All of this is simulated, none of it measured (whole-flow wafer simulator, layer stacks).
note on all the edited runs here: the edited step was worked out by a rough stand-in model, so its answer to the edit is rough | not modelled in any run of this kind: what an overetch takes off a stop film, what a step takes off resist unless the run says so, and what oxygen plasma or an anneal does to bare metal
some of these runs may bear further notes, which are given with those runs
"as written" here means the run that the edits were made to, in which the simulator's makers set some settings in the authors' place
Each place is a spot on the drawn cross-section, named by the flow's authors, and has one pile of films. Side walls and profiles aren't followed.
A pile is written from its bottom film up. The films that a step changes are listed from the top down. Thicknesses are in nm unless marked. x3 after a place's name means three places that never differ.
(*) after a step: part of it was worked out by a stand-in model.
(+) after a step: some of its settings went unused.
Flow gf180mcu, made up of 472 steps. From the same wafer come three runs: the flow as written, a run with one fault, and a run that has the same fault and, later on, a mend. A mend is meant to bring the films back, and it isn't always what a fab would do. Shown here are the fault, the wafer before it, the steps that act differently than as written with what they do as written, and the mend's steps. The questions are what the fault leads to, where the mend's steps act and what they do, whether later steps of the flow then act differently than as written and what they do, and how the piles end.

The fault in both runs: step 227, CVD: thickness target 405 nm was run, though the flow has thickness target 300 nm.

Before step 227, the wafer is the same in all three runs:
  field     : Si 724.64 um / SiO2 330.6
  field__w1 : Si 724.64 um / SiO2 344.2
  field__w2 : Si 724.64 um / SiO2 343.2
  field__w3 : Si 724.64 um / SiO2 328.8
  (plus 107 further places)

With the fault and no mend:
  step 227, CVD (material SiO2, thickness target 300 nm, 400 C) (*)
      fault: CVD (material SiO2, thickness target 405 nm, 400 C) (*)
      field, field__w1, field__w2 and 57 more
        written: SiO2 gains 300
        fault: SiO2 gains 405
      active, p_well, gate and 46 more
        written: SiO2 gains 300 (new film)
        fault: SiO2 gains 405 (new film)
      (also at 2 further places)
  Steps later in the flow that act otherwise than as written (2 more steps, not shown, differ only slightly: by at most 2% or 0.5 nm, whichever is larger):
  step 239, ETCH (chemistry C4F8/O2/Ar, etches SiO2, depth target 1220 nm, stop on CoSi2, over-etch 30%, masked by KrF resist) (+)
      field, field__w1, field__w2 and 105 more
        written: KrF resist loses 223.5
        fault: KrF resist loses 244
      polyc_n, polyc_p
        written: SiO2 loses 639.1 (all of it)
        fault: SiO2 loses 744.1 (all of it)
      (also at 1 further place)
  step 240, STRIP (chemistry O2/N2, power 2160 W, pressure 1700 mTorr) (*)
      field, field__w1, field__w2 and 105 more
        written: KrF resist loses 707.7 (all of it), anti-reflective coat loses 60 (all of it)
        fault: KrF resist loses 687.2 (all of it), anti-reflective coat loses 60 (all of it)
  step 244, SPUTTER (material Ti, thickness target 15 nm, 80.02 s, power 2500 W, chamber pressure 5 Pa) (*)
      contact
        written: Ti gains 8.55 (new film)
        fault: Ti gains 8.04 (new film)
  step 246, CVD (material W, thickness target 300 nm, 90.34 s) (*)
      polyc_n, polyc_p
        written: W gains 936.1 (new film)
        fault: W gains 1041.1 (new film)
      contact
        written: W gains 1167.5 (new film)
        fault: W gains 1273.3 (new film)
  The piles end different from the flow's at field__w8, contact, m1 and 6 more by more than 2% or 0.5 nm, whichever is larger.
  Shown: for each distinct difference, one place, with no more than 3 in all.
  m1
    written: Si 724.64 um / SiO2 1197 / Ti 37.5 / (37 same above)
    fault: Si 724.64 um / SiO2 1302 / Ti 37.5 / (37 same above)
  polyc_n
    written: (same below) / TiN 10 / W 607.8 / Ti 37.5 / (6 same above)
    fault: (same below) / TiN 10 / W 712.8 / Ti 37.5 / (6 same above)
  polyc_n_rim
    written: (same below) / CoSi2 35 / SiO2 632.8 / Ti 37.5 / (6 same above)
    fault: (same below) / CoSi2 35 / SiO2 737.8 / Ti 37.5 / (6 same above)

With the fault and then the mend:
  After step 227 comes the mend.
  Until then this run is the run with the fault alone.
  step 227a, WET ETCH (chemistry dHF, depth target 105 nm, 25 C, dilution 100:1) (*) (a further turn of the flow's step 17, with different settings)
      field, field__w1, field__w2 and 108 more
        SiO2 loses 105
  None of the later steps of the flow differs from how it acts as written, at any place that is followed, by more than 2% or 0.5 nm, whichever is larger.
  The piles end the same as the flow's at every place that both follow.
